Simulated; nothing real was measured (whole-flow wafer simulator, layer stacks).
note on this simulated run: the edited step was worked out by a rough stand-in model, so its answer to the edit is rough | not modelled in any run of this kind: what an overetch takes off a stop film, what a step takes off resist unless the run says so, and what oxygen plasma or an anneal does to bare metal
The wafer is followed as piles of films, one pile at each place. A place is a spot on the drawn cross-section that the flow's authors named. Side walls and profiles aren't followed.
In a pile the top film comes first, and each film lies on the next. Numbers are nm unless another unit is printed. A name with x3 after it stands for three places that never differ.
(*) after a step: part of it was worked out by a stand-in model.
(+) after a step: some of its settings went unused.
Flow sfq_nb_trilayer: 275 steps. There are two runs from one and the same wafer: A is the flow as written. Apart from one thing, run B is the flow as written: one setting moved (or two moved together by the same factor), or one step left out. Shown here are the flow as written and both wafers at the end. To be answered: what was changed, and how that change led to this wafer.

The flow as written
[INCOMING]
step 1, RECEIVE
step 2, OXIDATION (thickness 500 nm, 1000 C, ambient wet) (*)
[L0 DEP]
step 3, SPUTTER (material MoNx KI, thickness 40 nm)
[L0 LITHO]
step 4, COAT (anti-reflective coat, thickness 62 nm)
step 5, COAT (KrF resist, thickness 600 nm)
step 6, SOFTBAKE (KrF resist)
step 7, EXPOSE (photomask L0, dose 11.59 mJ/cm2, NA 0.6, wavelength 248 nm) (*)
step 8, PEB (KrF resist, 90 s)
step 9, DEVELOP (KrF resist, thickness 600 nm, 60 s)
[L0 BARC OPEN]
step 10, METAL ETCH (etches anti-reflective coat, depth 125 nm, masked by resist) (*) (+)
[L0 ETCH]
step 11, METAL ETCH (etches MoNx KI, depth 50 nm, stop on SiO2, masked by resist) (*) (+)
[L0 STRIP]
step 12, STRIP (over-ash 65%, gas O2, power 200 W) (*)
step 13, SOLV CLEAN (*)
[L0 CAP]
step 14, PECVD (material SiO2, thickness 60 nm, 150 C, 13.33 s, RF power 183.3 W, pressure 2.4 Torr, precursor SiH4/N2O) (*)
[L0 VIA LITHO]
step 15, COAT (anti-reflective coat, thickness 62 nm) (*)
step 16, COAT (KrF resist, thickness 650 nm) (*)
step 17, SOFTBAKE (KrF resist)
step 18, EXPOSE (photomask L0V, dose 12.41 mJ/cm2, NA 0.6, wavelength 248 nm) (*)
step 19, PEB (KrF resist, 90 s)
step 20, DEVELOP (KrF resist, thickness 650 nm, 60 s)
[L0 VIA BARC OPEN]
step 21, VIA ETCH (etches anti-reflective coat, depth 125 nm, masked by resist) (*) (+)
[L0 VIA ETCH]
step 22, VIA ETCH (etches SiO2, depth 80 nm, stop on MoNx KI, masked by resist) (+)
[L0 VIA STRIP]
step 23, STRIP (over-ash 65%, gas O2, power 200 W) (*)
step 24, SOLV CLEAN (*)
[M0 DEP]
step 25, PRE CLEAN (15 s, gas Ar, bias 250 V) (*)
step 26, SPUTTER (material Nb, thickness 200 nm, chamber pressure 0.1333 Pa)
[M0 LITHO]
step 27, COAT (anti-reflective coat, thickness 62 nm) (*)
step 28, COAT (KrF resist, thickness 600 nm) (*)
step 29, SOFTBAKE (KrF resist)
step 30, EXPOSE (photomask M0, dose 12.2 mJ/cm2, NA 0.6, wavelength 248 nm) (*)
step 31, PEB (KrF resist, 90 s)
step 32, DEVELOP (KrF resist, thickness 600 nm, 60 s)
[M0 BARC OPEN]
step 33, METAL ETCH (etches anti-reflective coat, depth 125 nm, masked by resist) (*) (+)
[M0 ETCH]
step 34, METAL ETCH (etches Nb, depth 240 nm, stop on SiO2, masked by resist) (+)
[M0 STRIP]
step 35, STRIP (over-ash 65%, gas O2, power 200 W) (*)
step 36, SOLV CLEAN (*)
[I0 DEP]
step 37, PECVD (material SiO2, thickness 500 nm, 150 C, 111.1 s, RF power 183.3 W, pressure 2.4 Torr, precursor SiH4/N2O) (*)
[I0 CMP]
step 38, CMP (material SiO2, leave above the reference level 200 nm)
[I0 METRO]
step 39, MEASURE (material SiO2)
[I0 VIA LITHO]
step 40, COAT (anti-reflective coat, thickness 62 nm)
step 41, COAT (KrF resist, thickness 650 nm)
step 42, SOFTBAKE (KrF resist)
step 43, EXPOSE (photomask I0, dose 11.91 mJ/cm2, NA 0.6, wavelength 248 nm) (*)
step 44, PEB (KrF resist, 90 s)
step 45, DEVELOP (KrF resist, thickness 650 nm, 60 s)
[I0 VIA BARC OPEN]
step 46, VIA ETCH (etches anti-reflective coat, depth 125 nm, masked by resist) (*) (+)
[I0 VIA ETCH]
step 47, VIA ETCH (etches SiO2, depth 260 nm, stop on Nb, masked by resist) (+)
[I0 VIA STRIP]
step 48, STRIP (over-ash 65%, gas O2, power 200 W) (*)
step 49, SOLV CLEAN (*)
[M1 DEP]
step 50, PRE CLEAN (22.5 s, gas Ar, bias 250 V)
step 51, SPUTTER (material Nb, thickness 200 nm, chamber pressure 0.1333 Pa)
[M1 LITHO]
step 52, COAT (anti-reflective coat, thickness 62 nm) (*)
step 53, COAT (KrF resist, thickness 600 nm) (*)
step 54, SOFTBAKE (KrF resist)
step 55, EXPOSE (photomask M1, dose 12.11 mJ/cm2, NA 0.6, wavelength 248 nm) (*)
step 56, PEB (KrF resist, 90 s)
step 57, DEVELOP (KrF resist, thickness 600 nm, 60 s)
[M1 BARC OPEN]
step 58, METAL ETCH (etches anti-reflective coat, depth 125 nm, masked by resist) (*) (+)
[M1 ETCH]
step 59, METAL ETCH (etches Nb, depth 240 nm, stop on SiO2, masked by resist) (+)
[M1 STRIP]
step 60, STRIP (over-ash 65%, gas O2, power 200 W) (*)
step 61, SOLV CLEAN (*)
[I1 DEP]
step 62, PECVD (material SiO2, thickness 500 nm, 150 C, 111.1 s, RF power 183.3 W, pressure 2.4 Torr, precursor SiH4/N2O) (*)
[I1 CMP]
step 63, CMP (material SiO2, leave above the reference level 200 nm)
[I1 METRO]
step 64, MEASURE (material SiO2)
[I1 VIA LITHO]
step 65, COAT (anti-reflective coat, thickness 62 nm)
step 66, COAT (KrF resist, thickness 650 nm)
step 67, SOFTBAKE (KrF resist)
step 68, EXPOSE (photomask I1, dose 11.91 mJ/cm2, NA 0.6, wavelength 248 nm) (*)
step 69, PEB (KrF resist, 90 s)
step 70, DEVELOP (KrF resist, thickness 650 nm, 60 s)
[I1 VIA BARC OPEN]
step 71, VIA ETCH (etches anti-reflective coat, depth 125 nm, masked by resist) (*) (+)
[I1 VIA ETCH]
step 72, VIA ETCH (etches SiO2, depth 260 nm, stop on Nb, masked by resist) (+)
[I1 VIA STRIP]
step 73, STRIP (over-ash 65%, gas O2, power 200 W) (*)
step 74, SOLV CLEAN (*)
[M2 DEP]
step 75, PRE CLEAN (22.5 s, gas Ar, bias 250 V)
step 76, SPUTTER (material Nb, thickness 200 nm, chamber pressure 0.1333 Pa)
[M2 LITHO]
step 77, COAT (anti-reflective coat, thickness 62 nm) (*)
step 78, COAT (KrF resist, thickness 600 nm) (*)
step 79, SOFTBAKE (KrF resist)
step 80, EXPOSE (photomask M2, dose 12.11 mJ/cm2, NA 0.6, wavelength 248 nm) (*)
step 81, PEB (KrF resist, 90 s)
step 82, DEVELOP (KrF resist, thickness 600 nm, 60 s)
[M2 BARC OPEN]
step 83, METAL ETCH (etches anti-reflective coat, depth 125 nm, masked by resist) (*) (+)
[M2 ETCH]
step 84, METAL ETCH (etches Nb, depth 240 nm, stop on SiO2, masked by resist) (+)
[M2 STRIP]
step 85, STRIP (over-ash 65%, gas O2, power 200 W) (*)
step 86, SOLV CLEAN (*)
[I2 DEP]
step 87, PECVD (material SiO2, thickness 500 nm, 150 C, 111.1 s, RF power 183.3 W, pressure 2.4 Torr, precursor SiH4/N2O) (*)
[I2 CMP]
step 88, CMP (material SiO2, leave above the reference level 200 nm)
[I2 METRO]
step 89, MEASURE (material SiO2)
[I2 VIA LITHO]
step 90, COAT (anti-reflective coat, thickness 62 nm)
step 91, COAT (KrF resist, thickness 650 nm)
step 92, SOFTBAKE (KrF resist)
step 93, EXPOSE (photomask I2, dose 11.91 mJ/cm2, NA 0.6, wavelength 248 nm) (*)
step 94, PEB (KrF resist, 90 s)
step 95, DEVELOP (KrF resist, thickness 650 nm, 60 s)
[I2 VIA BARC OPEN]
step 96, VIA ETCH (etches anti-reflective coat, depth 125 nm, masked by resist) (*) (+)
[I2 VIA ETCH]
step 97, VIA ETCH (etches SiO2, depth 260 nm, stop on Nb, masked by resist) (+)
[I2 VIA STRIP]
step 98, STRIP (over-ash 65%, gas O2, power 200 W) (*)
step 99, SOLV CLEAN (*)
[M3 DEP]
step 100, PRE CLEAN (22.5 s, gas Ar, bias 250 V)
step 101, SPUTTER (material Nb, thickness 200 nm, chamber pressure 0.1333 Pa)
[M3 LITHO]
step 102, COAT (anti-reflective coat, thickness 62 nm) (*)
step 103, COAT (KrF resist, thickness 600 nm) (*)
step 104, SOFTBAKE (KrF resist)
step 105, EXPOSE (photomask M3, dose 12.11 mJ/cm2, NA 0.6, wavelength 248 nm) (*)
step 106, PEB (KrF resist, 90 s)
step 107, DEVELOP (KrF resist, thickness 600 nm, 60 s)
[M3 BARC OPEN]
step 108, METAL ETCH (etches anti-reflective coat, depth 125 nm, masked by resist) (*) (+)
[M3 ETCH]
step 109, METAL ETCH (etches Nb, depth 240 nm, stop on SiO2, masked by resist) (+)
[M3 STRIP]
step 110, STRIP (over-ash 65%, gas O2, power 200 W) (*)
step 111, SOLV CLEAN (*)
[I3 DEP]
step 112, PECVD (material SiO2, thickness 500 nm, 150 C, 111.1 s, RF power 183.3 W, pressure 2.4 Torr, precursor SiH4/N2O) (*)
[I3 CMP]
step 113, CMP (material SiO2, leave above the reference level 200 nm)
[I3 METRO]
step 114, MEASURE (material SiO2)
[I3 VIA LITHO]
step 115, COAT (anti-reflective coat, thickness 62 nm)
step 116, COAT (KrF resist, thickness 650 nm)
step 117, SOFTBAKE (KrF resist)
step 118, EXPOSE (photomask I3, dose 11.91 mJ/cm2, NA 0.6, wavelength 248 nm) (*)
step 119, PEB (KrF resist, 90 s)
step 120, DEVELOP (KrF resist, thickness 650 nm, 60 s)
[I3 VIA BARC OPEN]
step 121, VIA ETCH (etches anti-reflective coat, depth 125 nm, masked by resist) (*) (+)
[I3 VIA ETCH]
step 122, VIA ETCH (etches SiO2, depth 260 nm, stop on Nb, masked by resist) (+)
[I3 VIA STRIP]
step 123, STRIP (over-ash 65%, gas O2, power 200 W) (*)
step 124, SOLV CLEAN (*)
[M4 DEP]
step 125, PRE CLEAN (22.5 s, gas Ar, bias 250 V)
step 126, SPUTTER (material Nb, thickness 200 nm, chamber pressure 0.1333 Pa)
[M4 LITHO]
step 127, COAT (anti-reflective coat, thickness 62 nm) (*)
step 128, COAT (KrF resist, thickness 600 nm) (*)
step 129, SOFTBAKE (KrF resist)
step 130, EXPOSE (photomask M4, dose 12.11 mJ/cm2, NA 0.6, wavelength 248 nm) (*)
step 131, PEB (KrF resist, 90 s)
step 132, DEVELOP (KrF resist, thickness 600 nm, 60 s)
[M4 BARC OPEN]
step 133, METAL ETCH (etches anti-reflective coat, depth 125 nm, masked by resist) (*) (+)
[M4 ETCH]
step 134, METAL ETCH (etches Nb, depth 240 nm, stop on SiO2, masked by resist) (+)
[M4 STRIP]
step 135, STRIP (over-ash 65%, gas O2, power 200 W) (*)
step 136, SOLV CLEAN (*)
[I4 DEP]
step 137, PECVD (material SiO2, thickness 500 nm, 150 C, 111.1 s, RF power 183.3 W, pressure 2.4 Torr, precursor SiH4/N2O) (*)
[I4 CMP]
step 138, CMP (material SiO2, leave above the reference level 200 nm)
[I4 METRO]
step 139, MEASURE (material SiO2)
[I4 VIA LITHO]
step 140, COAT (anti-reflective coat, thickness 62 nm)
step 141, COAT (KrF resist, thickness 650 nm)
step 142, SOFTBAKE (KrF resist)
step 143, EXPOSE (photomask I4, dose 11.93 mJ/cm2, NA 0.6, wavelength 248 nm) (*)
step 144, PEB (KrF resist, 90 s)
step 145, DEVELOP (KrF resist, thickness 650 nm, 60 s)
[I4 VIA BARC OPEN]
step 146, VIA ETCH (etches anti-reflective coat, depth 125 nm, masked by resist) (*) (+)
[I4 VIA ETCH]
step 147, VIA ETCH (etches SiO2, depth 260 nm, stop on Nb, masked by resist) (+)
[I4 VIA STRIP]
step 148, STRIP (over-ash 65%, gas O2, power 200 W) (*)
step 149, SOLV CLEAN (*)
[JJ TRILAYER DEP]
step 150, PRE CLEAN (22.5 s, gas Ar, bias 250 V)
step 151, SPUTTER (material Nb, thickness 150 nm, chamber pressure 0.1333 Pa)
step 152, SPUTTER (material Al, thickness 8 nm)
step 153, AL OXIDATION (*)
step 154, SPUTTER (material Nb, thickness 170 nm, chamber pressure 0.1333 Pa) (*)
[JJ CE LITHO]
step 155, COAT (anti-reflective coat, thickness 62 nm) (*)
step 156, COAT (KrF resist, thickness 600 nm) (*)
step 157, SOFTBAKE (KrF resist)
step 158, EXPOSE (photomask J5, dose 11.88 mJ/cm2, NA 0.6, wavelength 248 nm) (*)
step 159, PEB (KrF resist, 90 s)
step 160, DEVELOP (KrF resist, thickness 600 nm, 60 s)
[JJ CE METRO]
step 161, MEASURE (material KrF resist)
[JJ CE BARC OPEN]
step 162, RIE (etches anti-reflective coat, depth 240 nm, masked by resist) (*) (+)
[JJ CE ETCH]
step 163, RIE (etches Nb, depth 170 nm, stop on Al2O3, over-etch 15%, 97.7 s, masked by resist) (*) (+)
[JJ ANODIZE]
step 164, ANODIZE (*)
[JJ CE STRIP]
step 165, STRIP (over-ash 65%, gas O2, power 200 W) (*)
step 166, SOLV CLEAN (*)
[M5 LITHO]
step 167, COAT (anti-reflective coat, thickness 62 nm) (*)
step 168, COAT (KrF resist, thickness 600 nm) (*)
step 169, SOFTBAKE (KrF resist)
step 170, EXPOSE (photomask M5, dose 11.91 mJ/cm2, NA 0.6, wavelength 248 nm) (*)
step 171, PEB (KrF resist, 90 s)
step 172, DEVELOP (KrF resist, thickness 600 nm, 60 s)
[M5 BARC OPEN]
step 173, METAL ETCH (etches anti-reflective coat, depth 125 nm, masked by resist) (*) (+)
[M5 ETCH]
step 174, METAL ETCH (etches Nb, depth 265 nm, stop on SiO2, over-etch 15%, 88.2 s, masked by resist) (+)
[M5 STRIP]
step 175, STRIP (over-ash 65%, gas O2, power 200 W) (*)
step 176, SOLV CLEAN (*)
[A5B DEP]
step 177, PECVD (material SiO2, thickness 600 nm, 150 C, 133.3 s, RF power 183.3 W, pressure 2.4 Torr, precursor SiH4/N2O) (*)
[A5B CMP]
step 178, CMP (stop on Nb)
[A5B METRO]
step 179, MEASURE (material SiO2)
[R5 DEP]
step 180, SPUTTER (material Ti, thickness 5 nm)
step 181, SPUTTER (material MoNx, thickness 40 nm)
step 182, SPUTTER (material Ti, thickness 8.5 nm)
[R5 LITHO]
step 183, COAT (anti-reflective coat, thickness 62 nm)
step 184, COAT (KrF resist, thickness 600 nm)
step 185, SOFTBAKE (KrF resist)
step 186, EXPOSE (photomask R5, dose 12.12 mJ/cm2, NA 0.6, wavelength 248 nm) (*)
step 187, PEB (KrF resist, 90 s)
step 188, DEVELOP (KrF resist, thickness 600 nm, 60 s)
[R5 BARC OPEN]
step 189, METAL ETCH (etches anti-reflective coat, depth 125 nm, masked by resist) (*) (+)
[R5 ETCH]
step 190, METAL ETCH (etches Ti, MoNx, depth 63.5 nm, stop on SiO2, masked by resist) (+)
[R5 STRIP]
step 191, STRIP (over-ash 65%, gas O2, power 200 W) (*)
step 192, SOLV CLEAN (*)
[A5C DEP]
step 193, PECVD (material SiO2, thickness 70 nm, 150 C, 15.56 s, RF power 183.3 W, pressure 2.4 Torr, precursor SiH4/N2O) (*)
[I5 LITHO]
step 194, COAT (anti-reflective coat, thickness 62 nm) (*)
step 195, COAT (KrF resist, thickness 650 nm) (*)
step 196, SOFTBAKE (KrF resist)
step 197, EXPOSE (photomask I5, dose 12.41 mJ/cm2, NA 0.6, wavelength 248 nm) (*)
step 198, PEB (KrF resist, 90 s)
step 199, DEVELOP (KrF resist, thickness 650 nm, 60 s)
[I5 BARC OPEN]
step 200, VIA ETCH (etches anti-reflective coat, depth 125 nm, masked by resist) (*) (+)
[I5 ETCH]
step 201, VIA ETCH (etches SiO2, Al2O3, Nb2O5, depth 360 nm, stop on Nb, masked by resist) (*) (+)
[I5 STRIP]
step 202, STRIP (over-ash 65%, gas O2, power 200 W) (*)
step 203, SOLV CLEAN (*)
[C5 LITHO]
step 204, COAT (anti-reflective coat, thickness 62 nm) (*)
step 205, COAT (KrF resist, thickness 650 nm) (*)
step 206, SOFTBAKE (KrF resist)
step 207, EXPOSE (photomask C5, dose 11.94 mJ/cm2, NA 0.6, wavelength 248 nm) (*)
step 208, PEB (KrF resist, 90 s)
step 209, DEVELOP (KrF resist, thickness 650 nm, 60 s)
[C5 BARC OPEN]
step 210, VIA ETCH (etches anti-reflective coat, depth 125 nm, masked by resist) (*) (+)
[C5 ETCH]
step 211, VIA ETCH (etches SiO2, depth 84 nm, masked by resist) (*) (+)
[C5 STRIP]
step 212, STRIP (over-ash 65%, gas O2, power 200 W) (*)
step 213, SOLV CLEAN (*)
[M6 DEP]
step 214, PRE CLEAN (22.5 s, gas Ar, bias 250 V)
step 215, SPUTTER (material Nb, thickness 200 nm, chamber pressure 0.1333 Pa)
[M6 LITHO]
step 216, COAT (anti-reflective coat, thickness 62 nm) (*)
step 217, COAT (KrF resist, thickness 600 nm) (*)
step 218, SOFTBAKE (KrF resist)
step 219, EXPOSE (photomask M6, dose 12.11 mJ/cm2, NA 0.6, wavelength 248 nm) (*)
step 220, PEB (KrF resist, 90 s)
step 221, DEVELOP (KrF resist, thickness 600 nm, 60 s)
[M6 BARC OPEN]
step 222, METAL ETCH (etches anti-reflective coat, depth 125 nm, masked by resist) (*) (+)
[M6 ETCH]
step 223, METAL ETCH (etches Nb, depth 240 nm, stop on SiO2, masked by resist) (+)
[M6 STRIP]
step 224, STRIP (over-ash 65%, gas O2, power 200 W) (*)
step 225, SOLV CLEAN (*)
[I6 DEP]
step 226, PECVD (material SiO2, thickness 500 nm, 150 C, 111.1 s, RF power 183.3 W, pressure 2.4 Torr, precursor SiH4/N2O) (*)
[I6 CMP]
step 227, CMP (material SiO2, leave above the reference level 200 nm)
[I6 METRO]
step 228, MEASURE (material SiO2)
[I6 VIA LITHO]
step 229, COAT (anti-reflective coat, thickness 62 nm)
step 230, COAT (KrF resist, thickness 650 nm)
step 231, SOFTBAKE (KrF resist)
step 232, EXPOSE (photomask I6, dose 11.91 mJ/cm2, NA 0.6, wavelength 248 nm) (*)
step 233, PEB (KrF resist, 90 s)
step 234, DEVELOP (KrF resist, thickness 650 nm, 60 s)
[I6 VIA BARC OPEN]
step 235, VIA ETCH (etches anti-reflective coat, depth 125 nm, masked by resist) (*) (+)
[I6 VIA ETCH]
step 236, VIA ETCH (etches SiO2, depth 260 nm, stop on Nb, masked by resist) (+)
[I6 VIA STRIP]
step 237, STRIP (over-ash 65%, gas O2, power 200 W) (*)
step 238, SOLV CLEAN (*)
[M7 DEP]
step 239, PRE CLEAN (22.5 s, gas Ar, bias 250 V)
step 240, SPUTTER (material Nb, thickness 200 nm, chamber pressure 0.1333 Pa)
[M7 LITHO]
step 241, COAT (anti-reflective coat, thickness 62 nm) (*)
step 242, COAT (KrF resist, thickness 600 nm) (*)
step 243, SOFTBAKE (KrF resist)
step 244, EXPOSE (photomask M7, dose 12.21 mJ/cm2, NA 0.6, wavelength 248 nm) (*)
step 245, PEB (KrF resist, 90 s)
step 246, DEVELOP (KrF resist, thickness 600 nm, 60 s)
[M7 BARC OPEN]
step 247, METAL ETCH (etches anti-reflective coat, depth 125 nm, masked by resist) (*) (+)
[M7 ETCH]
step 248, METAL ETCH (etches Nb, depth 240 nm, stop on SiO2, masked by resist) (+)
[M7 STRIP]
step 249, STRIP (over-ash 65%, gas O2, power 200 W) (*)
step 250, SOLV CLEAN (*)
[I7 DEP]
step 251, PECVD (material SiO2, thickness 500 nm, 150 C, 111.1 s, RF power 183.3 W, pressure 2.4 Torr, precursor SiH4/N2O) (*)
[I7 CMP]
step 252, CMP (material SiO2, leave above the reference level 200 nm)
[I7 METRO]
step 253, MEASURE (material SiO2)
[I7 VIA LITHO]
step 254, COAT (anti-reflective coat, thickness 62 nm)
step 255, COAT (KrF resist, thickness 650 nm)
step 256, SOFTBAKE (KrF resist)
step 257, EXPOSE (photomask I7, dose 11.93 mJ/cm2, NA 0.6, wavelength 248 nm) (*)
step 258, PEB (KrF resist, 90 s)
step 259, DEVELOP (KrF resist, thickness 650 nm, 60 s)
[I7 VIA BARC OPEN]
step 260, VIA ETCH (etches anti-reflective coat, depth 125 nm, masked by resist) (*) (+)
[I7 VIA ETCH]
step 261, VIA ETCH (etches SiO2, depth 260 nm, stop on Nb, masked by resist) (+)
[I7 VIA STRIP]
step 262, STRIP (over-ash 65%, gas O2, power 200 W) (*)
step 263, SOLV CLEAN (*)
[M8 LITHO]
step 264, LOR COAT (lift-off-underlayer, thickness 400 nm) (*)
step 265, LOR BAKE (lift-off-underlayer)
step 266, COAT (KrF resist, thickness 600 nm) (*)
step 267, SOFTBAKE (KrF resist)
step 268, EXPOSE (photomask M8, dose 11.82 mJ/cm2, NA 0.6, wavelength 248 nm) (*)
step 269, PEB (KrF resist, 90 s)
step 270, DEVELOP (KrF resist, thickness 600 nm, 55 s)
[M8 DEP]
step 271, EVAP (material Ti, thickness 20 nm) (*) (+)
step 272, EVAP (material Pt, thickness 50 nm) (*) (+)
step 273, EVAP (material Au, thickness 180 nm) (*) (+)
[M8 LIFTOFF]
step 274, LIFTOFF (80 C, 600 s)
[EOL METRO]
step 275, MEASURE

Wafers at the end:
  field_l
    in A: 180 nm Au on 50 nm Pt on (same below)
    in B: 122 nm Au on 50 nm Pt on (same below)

The reason: step 273, EVAP: thickness 122 nm was run, while the flow as written has thickness 180 nm.
The wafer itself shows it: field_l has Au 122, and step 273 as written asks for 180 nm.

How this came from the change, step by step:
  step 273, EVAP (material Au, thickness 180 nm) (*) (+)
      field_l, v_sur, via_wl and 103 more: A Au gains 180 (new film) | B Au gains 122 (new film)
  step 274, LIFTOFF (80 C, 600 s)
      p4_fl, p4_fm, p4_w1 and 71 more: A Au loses 180 (all of it), Pt loses 50 (all of it), Ti loses 20 (all of it), KrF resist loses 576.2 (all of it), lift-off-underlayer loses 400 (all of it) | B Au loses 122 (all of it), Pt loses 50 (all of it), Ti loses 20 (all of it), KrF resist loses 576.2 (all of it), lift-off-underlayer loses 400 (all of it)
      c5j, ce_r: A Au loses 180 (all of it), Pt loses 50 (all of it), Ti loses 20 (all of it), KrF resist loses 573.3 (all of it), lift-off-underlayer loses 399.3 (all of it) | B Au loses 122 (all of it), Pt loses 50 (all of it), Ti loses 20 (all of it), KrF resist loses 573.3 (all of it), lift-off-underlayer loses 399.3 (all of it)
      (and at 19 other places as well)
